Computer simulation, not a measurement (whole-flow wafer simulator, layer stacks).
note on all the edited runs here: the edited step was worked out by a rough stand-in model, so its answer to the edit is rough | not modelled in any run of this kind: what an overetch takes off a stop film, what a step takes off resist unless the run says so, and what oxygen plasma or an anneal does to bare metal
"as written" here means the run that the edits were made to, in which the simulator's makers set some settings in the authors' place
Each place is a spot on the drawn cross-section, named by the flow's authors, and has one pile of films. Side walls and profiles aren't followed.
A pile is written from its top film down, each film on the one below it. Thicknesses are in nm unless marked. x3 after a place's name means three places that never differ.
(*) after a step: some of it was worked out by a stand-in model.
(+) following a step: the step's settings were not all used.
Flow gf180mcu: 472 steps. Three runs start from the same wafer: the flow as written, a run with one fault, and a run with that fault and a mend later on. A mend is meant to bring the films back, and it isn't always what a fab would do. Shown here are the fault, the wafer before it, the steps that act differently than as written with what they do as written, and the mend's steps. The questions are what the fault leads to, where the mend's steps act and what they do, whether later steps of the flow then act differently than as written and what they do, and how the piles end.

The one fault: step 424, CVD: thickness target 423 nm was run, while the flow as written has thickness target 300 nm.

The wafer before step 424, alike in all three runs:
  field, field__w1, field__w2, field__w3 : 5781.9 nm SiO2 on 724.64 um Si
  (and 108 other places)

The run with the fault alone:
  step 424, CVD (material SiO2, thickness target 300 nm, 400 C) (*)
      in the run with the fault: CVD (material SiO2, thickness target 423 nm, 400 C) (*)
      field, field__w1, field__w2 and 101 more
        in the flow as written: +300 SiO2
        in the run with the fault: +423 SiO2
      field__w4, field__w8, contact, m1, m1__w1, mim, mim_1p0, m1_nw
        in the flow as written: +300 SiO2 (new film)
        in the run with the fault: +423 SiO2 (new film)
  Steps later in the flow that act otherwise than as written (not shown: 1 more step that differs only slightly, by at most 2% or 0.5 nm, whichever is larger):
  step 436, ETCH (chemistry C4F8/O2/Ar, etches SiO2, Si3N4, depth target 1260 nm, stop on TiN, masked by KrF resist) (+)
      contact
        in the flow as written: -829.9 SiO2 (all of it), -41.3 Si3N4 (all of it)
        in the run with the fault: -952.9 SiO2 (all of it), -41.3 Si3N4 (all of it)
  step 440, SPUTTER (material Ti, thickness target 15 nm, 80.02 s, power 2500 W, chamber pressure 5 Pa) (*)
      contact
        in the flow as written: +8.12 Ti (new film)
        in the run with the fault: +7.57 Ti (new film)
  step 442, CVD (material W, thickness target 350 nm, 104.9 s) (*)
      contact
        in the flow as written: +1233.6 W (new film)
        in the run with the fault: +1357.5 W (new film)
  At field__w4, field__w8, contact, m1, m1__w1, mim, mim_1p0, m1_nw, the piles at the end differ from the flow's by more than 2% or 0.5 nm, whichever is larger.
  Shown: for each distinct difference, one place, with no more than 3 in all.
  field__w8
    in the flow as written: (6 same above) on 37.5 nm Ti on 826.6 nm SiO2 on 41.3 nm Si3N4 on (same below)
    in the run with the fault: (6 same above) on 37.5 nm Ti on 949.6 nm SiO2 on 41.3 nm Si3N4 on (same below)
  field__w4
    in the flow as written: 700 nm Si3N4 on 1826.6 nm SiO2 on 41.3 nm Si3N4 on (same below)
    in the run with the fault: 700 nm Si3N4 on 1949.6 nm SiO2 on 41.3 nm Si3N4 on (same below)
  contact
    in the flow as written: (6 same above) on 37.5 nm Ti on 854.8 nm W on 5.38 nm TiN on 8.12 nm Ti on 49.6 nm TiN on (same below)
    in the run with the fault: (6 same above) on 37.5 nm Ti on 978.7 nm W on 5.01 nm TiN on 7.57 nm Ti on 49.6 nm TiN on (same below)

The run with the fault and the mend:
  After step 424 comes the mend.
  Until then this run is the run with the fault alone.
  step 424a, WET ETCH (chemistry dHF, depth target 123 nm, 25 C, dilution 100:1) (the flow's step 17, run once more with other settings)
      field, field__w1, field__w2 and 109 more
        -123 SiO2
  Every later step of the flow that is run acts as written at every place that is followed.
  At every place that both follow, the piles at the end match the flow's.
